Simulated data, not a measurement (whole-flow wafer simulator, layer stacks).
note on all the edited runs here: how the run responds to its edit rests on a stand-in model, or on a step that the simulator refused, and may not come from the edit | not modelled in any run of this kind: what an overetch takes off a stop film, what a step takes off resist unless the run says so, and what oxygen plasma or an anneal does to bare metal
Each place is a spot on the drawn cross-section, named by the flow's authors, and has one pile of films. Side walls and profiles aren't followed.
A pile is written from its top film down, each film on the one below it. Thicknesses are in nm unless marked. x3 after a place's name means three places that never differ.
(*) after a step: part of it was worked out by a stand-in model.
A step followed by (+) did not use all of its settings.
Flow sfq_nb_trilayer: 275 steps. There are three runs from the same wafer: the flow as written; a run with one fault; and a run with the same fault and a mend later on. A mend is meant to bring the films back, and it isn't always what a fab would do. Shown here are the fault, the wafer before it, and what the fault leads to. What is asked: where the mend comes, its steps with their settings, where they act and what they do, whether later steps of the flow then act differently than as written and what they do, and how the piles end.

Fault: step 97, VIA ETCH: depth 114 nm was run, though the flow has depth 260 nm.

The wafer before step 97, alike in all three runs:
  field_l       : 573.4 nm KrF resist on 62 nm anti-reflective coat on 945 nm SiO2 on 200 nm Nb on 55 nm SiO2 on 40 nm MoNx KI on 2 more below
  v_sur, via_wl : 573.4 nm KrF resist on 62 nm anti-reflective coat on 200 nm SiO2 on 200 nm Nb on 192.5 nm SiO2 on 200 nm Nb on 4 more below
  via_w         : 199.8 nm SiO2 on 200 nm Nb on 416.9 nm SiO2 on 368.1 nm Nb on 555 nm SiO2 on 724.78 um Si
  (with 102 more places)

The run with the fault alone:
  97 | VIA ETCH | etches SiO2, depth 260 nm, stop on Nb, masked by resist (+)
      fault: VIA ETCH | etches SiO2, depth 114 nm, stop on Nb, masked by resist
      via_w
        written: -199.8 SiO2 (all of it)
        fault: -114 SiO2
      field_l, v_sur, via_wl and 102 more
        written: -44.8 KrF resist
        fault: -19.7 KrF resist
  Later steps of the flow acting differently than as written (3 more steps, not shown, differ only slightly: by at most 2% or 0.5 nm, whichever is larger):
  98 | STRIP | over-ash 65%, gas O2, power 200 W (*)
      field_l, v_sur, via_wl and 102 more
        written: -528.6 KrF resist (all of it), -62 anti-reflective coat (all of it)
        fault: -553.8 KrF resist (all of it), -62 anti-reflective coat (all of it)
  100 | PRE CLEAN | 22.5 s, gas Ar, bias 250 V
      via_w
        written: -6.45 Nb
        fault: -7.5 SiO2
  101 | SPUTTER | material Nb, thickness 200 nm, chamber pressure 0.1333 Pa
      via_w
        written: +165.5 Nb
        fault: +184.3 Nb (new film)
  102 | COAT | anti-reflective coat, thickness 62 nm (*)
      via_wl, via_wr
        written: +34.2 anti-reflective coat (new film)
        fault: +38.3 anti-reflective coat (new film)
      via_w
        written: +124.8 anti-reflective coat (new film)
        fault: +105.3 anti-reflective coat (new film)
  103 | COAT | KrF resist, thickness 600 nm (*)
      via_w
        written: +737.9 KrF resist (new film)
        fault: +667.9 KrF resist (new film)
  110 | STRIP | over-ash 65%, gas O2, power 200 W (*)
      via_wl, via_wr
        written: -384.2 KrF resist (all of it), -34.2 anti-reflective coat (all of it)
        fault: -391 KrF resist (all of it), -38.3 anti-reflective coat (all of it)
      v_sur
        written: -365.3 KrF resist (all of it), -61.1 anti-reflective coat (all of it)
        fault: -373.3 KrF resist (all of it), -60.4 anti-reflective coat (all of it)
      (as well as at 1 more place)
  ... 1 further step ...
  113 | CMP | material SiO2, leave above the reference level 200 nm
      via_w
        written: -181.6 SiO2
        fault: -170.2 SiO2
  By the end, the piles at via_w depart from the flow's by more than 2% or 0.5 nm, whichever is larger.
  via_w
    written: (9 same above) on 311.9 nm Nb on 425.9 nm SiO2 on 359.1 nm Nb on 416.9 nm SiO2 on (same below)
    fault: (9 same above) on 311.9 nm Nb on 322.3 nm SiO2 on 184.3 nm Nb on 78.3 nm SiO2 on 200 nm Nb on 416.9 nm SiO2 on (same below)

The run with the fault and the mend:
  The mend follows step 98.
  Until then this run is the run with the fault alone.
  98a | COAT | anti-reflective coat, thickness 62 nm (*) (the flow's step 90, run once more)
      p4_fl x3, p4_w1 x9, p4_g1 x2 and 63 more
        +62 anti-reflective coat (new film)
      gap, jj_sur, ce_l and 16 more
        +61.9 anti-reflective coat (new film)
      field_l, wire
        +61.7 anti-reflective coat (new film)
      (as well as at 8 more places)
  98b | COAT | KrF resist, thickness 650 nm (*) (the flow's step 91, run once more)
      p4_fl x3, p4_w1 x9, p4_g1 x2 and 63 more
        +650 KrF resist (new film)
      r_end, moat, field_r and 7 more
        +649.7 KrF resist (new film)
      c5j, ce_r, sp_r
        +649.5 KrF resist (new film)
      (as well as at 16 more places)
  98c | SOFTBAKE | KrF resist (the flow's step 92, run once more)
      alters no film at any place that is followed
  98d | EXPOSE | photomask I2, dose 11.91 mJ/cm2, NA 0.6, wavelength 248 nm (*) (the flow's step 93, run once more)
      alters no film at any place that is followed
  98e | PEB | KrF resist, 90 s (the flow's step 94, run once more)
      be_sur, gap, jj_sur and 94 more
        -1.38 KrF resist
      v_sur, via_sp, via_v, wire, be
        -1.37 KrF resist
      via_wl, via_wr
        -1.41 KrF resist
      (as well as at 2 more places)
  98f | DEVELOP | KrF resist, thickness 650 nm, 60 s (the flow's step 95, run once more)
      field_l, v_sur, via_wl and 102 more
        -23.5 KrF resist
      via_w
        -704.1 KrF resist (all of it)
  98g | VIA ETCH | etches anti-reflective coat, depth 125 nm, masked by resist (+) (the flow's step 96, run once more)
      field_l, v_sur, via_wl and 102 more
        -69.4 KrF resist
      via_w
        -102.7 anti-reflective coat (all of it), -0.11 SiO2
  98h | VIA ETCH | etches SiO2, depth 146 nm, stop on Nb, masked by resist (+) (the flow's step 97, run once more with other settings)
      field_l, v_sur, via_wl and 102 more
        -22.2 KrF resist
      via_w
        -85.7 SiO2 (all of it)
  98i | STRIP | over-ash 65%, gas O2, power 200 W (*) (the flow's step 98, run once more)
      p4_fl x3, p4_w1 x9, p4_g1 x2 and 63 more
        -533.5 KrF resist (all of it), -62 anti-reflective coat (all of it)
      moat, field_r, lsp_l and 6 more
        -533.2 KrF resist (all of it), -61.9 anti-reflective coat (all of it)
      be_r, r_sur, res, r_end
        -533.1 KrF resist (all of it), -61.9 anti-reflective coat (all of it)
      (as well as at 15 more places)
  Every later step of the flow that is run acts as written at every place that is followed.
  By the end, the piles equal the flow's at every place that both follow.
